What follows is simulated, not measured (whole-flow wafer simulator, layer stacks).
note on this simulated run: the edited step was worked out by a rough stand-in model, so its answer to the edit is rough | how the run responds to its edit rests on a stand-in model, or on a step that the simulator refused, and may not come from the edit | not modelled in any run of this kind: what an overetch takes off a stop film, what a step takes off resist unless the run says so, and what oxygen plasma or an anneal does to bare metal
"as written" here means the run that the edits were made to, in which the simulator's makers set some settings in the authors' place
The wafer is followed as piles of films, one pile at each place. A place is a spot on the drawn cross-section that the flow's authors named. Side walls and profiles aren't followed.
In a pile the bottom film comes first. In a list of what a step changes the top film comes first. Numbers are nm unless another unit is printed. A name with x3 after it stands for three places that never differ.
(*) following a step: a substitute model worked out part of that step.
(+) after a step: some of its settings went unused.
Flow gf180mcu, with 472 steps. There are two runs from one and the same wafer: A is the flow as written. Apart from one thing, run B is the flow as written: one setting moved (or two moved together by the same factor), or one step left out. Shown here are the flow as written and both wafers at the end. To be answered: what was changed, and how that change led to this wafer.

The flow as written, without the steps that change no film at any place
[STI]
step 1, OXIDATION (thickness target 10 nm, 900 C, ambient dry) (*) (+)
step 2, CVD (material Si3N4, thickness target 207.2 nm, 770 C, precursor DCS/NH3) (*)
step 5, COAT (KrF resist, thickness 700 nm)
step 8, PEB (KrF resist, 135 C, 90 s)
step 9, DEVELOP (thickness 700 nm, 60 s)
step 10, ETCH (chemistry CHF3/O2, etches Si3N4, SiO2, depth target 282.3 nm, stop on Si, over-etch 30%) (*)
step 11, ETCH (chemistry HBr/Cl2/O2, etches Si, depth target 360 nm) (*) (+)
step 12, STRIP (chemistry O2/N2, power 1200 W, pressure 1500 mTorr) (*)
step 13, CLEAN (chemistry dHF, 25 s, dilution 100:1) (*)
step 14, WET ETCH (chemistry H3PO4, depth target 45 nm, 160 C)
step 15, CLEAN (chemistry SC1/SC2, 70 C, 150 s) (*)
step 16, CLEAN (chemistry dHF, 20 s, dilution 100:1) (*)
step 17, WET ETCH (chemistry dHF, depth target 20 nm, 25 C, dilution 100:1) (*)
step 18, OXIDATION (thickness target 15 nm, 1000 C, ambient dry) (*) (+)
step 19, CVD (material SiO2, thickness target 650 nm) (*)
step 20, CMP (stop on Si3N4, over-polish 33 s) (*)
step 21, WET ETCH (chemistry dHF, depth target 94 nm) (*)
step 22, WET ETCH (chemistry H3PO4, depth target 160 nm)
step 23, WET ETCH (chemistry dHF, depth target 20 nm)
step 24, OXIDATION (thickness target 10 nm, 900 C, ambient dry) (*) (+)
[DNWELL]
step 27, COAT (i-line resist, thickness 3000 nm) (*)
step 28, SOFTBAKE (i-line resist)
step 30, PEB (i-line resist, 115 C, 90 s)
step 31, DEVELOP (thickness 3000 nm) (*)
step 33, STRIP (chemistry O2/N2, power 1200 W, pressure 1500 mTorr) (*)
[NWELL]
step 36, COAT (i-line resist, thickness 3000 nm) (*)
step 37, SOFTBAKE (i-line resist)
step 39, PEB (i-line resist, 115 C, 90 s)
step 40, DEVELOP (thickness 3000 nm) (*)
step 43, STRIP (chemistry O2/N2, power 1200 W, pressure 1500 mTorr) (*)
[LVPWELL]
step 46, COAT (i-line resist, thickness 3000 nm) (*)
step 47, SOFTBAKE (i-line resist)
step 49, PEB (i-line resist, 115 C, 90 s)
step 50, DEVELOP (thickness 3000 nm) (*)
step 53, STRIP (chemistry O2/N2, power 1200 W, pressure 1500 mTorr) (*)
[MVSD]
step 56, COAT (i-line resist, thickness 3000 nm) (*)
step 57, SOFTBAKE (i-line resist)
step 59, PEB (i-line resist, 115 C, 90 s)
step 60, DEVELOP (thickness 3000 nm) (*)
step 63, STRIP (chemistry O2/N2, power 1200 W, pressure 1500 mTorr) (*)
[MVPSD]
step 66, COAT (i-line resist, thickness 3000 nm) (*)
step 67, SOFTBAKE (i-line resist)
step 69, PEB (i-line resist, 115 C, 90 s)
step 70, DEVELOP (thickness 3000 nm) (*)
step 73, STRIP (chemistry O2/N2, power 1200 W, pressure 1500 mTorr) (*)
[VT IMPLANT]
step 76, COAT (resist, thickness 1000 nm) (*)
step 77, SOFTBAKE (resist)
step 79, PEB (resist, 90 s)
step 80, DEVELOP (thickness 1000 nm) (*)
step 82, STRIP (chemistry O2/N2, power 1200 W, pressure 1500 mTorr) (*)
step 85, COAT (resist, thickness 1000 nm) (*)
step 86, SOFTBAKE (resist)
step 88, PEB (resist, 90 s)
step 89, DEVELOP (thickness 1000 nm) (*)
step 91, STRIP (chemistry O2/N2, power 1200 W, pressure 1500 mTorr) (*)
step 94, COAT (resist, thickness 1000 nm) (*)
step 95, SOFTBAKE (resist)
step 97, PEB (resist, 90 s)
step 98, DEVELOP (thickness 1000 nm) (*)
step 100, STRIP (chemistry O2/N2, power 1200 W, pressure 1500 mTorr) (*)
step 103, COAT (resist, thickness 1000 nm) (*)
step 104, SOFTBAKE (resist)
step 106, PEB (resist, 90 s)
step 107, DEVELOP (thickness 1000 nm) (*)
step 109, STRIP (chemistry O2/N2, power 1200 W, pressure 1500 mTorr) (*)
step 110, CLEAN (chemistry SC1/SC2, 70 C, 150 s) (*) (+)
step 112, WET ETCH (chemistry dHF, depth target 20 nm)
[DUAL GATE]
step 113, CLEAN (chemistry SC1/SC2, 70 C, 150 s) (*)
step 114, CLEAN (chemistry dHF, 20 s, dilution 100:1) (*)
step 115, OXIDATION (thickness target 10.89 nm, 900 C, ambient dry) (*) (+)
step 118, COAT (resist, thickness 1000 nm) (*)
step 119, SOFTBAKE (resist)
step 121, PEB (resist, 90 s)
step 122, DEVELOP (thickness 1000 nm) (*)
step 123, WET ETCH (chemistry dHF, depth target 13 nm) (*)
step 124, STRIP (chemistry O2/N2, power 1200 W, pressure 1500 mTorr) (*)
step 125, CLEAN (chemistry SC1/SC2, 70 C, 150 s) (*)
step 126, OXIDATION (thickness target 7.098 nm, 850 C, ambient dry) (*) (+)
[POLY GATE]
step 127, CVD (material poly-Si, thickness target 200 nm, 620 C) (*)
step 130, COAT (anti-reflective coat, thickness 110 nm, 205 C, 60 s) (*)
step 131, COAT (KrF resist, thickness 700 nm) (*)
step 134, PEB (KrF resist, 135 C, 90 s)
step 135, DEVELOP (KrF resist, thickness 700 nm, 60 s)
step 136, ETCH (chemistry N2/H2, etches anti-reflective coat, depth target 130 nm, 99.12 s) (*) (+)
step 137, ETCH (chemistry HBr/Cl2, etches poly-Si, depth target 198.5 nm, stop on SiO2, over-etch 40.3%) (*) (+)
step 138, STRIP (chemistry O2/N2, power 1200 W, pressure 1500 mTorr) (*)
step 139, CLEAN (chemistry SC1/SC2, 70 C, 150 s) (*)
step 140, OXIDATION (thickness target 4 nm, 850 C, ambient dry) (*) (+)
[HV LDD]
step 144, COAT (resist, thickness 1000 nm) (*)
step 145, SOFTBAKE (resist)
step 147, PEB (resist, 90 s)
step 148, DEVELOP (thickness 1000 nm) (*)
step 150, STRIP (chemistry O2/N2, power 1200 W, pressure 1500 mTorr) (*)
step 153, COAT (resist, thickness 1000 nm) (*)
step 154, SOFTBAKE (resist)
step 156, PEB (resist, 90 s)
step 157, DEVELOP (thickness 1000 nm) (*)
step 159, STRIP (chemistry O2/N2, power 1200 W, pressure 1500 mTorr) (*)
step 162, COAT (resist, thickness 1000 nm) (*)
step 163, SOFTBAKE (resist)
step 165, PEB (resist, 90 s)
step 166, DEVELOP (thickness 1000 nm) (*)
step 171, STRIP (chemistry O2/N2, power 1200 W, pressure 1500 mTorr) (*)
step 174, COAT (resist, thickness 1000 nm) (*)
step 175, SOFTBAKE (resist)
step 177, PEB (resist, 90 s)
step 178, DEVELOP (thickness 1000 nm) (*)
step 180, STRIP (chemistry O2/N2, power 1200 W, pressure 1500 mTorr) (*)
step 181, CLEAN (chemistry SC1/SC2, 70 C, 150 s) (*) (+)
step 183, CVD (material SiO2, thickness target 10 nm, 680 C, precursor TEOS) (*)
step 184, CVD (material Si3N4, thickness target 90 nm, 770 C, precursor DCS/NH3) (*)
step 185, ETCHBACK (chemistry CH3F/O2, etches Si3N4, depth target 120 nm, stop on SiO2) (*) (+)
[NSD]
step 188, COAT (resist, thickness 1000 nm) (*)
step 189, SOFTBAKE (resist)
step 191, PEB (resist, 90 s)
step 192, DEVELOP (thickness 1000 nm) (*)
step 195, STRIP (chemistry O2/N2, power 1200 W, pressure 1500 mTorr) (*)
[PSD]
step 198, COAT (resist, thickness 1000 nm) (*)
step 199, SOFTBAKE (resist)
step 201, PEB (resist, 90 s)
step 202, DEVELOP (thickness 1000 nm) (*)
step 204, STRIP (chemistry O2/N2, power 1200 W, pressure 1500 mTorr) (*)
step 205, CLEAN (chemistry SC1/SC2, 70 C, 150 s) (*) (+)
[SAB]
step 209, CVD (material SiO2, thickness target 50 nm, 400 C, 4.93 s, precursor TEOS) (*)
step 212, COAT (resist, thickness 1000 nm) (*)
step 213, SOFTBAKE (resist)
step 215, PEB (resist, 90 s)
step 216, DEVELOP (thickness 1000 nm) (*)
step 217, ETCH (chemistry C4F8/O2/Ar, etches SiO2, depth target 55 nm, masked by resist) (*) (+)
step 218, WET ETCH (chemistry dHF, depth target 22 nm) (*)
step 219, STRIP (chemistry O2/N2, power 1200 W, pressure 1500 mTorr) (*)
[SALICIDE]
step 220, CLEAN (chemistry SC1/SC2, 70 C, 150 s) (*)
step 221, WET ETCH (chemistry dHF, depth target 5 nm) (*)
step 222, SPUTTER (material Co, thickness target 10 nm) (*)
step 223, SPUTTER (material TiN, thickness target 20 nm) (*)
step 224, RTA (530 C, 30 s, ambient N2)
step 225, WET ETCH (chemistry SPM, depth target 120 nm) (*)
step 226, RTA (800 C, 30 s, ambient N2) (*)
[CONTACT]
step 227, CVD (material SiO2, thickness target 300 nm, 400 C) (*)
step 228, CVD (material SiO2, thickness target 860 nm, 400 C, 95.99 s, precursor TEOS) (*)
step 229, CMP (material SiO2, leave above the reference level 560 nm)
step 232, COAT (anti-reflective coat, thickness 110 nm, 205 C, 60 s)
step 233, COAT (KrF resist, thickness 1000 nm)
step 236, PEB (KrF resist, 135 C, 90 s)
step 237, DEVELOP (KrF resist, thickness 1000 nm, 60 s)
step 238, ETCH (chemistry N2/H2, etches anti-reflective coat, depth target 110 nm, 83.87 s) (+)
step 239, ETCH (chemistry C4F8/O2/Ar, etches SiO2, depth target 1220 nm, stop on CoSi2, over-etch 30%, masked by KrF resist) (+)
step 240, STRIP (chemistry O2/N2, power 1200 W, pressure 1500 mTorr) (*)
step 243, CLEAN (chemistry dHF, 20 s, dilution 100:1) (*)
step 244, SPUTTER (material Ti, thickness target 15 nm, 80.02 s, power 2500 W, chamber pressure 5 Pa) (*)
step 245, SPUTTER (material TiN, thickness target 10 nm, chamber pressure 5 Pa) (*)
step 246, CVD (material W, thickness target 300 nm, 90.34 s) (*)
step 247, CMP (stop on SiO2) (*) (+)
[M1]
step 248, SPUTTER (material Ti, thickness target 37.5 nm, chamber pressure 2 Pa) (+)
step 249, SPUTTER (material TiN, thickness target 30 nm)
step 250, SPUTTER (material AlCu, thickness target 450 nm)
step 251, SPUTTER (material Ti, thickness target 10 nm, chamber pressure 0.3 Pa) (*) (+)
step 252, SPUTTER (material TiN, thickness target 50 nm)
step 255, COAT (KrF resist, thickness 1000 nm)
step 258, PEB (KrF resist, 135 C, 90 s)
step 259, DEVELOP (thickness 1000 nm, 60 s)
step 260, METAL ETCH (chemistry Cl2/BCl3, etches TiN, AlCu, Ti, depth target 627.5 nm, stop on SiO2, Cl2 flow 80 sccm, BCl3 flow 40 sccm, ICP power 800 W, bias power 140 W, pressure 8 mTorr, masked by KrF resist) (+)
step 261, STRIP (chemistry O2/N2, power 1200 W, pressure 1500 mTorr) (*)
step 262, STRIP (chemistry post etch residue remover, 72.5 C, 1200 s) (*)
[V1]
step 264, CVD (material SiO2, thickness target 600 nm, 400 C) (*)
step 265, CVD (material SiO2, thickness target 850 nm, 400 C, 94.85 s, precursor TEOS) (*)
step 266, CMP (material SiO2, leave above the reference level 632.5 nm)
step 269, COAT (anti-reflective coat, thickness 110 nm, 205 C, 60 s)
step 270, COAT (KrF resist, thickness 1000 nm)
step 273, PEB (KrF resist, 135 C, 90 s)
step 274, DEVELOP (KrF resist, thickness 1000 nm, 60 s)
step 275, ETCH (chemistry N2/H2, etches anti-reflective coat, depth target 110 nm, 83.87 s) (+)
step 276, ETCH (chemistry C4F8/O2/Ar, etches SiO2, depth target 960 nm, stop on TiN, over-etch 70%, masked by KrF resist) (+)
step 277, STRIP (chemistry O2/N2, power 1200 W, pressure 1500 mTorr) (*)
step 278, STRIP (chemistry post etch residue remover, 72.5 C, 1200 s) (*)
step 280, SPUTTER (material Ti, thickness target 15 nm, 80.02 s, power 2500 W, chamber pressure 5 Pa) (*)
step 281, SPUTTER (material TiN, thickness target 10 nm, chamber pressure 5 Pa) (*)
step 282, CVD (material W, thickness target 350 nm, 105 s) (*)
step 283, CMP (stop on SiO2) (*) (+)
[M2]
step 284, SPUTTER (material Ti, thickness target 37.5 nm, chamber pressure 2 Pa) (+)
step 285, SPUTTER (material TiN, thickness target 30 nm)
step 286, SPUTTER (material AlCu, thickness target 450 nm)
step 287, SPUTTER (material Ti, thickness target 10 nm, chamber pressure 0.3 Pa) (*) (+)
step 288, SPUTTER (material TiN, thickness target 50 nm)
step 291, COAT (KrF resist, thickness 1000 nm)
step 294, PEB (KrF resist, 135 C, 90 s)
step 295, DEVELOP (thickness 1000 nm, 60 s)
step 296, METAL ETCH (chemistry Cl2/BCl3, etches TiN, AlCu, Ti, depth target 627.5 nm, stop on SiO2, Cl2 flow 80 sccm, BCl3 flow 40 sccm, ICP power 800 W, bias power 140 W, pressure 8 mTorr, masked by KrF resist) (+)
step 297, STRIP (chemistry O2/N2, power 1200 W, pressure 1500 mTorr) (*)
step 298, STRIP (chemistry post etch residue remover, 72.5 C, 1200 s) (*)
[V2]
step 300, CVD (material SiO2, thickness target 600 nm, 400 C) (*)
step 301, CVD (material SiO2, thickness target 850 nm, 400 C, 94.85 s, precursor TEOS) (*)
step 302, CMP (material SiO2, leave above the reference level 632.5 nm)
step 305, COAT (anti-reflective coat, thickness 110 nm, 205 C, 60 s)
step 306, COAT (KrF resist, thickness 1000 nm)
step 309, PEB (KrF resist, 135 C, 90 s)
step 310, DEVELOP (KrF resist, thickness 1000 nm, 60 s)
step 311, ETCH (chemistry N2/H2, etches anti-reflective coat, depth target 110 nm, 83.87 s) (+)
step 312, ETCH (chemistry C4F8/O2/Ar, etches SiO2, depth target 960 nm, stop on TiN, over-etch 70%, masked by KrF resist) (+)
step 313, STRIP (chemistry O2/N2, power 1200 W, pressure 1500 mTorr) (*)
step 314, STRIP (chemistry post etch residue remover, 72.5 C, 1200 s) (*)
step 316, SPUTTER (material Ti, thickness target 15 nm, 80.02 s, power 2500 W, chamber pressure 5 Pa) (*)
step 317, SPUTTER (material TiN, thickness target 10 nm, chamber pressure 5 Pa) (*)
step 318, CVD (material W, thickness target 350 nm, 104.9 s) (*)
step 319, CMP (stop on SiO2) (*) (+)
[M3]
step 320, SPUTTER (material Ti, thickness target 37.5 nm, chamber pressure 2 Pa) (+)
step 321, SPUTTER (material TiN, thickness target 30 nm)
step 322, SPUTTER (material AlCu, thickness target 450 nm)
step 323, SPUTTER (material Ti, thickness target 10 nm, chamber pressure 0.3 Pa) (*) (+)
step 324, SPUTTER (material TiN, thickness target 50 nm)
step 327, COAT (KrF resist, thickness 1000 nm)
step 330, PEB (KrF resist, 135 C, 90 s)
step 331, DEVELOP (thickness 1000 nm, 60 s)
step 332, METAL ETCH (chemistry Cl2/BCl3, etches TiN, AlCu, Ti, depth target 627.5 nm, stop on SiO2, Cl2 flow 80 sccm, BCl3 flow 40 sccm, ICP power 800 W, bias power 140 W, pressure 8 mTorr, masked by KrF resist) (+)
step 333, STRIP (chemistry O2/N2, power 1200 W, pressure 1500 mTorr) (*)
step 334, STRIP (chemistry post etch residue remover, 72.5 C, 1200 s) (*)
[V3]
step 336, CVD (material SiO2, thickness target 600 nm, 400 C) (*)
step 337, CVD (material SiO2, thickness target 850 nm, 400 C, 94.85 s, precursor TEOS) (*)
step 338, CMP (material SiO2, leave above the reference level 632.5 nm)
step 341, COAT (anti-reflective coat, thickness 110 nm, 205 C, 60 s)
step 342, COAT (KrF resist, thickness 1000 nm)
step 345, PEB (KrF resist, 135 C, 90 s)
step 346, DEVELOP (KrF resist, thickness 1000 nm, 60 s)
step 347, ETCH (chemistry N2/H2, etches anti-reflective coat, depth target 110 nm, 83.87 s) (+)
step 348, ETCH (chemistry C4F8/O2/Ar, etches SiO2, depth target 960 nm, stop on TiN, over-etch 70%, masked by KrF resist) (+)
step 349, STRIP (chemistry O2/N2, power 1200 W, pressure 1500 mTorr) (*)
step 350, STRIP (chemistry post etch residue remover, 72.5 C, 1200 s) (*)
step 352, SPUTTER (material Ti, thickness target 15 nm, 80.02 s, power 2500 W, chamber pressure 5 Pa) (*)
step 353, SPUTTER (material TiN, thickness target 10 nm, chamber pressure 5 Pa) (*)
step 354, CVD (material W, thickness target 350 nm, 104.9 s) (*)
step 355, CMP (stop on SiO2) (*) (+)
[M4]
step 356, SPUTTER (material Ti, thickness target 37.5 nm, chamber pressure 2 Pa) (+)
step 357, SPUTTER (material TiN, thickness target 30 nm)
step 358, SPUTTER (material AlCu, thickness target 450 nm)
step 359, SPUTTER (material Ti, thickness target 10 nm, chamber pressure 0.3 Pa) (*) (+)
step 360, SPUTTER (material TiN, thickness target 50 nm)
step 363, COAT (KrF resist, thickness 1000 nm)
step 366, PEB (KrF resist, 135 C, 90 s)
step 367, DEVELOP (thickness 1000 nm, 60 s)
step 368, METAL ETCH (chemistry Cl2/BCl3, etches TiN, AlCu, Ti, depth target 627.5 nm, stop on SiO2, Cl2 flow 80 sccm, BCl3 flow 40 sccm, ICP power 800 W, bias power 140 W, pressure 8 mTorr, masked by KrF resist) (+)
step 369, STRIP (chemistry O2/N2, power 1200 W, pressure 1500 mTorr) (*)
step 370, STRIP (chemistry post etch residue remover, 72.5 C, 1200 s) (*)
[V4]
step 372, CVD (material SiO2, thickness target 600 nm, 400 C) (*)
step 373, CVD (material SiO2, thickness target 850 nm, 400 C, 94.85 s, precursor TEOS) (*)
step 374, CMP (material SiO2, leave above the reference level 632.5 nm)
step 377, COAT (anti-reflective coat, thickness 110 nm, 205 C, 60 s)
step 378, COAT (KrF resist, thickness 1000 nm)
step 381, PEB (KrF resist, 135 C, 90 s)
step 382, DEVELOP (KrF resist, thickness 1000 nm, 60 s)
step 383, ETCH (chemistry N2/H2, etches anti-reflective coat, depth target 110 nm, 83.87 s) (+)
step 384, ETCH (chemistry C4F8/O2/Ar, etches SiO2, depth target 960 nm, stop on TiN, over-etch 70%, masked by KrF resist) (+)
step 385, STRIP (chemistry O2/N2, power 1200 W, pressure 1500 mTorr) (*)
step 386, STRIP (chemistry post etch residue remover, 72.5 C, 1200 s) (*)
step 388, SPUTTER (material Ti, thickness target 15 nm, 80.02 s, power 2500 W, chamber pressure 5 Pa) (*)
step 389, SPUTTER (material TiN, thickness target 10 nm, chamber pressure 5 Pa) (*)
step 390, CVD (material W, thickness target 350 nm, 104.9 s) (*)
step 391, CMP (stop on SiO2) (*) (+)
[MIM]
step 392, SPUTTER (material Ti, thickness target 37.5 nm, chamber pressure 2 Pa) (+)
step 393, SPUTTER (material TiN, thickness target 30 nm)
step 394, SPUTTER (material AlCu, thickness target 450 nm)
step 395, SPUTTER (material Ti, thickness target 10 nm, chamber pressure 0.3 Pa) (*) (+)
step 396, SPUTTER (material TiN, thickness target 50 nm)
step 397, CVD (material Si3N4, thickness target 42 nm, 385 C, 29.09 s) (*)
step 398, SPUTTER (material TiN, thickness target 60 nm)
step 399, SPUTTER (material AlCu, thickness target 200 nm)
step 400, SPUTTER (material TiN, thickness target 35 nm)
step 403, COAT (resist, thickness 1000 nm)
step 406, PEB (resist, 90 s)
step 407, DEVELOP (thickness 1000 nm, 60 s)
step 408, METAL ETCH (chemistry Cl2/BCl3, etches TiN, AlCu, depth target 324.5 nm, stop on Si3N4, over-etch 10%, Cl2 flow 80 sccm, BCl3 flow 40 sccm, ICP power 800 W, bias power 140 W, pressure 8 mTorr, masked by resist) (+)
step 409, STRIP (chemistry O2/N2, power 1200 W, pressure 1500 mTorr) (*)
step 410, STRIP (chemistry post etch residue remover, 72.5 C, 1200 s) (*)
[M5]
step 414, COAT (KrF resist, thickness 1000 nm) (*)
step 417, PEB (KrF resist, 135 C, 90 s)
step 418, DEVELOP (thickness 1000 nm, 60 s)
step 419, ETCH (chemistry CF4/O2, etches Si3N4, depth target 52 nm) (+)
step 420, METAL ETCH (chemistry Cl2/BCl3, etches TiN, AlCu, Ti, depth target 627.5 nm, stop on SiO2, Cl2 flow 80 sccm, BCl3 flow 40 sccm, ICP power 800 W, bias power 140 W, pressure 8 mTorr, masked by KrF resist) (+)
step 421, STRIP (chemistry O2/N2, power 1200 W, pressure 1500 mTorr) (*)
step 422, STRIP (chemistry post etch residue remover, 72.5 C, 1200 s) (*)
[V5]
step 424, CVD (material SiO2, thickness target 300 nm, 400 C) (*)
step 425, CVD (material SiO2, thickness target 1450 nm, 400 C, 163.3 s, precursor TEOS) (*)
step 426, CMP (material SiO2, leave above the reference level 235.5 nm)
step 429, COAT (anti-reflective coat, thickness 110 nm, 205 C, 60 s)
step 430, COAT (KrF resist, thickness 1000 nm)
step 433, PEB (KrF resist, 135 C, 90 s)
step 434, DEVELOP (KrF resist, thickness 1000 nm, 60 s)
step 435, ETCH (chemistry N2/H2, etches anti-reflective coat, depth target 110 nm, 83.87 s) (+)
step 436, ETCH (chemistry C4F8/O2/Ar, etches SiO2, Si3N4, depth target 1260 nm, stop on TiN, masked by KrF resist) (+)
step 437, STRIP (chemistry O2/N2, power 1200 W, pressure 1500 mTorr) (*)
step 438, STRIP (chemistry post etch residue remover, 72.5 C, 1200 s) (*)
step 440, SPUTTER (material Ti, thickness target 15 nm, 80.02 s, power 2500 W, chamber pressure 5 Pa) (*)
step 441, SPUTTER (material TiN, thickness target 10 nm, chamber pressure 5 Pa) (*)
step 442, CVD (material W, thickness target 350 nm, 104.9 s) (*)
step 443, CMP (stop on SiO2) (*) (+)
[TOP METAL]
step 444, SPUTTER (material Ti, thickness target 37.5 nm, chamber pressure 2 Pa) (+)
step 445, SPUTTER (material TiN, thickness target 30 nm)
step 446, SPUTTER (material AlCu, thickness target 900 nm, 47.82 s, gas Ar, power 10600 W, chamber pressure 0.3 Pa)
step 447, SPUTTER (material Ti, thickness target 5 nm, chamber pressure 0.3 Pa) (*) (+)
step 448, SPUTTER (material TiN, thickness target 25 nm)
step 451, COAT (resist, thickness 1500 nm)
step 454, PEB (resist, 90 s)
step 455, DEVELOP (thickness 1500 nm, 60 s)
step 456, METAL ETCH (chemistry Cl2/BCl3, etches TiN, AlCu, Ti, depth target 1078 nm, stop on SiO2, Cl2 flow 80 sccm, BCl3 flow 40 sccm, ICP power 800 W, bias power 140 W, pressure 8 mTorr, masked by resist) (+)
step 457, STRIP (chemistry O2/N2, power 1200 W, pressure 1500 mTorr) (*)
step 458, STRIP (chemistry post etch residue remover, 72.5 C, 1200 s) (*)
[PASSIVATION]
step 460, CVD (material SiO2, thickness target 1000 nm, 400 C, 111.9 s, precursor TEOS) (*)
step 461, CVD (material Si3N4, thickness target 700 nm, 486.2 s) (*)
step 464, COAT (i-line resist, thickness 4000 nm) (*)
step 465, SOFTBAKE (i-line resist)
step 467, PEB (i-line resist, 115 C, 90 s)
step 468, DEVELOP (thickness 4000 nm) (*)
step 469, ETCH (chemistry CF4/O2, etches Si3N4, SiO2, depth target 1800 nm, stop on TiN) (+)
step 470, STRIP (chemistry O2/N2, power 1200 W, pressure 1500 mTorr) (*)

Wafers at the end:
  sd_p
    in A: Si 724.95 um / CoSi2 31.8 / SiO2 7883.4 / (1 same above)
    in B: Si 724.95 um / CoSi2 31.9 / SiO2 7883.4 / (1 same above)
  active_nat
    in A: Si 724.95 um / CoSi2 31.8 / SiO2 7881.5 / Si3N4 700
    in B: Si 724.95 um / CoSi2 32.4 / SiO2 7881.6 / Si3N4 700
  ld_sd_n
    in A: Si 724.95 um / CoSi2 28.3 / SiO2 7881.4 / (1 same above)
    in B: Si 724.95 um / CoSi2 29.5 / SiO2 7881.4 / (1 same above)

The reason: step 185, ETCHBACK: depth target 156 nm was run, though the flow has depth target 120 nm.

How this came from the change, step by step:
  step 185, ETCHBACK (chemistry CH3F/O2, etches Si3N4, depth target 120 nm, stop on SiO2) (*) (+)
      field, field__w1, field__w2 and 100 more: A Si3N4 loses 90 (all of it), SiO2 loses 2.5 | B Si3N4 loses 90 (all of it), SiO2 loses 5.5
  step 189, SOFTBAKE (resist)
      field: A resist gains 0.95 | B nothing
      nw_sep_fld: A resist gains 1.07 | B nothing
  step 199, SOFTBAKE (resist)
      field: A resist gains 0.95 | B nothing
      nw_sep_fld: A resist gains 1.07 | B nothing
  step 218, WET ETCH (chemistry dHF, depth target 22 nm) (*)
      gate, gate_hv, gate_p and 23 more: A SiO2 loses 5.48 (all of it) | B SiO2 loses 2.48 (all of it)
      active, p_well, sd_n, iso_ptap_pw, iso_ntap_nw, iso_ptap_sub, vpnp_e: A SiO2 loses 9.01 (all of it) | B SiO2 loses 6.01 (all of it)
      (and at 16 other places as well)
  step 222, SPUTTER (material Co, thickness target 10 nm) (*)
      field__w3: A Co gains 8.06 (new film) | B Co gains 8.57 (new film)
  step 223, SPUTTER (material TiN, thickness target 20 nm) (*)
      field__w2: A TiN gains 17 (new film) | B TiN gains 18 (new film)
      field__w3: A TiN gains 15.7 (new film) | B TiN gains 16.8 (new film)
      (and at 3 other places as well)
  step 224, RTA (530 C, 30 s, ambient N2)
      ld_sd_n: A under 1 film: CoSi gains 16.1 (new film), Co loses 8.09 (all of it), Si loses 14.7 | B under 1 film: CoSi gains 16.8 (new film), Co loses 8.44 (all of it), Si loses 15.3
      ld_drn_p: A under 1 film: CoSi gains 16.7 (new film), Co loses 8.4 (all of it), Si loses 15.2 | B under 1 film: CoSi gains 17.6 (new film), Co loses 8.84 (all of it), Si loses 16
  step 225, WET ETCH (chemistry SPM, depth target 120 nm) (*)
      field__w2: A TiN loses 17 (all of it), Co loses 8.65 (all of it) | B TiN loses 18 (all of it), Co loses 9.1 (all of it)
      field__w3: A TiN loses 15.7 (all of it), Co loses 8.06 (all of it) | B TiN loses 16.8 (all of it), Co loses 8.57 (all of it)
      (and at 3 other places as well)
  step 226, RTA (800 C, 30 s, ambient N2) (*)
      ld_sd_n: A CoSi2 gains 28.3 (new film), CoSi loses 16.1 (all of it), Si loses 14.7 | B CoSi2 gains 29.5 (new film), CoSi loses 16.8 (all of it), Si loses 15.3
      ld_drn_n: A CoSi2 gains 31.5 (new film), CoSi loses 17.9 (all of it), Si loses 16.4 | B CoSi2 gains 32.4 (new film), CoSi loses 18.4 (all of it), Si loses 16.8
      (and at 1 other place as well)
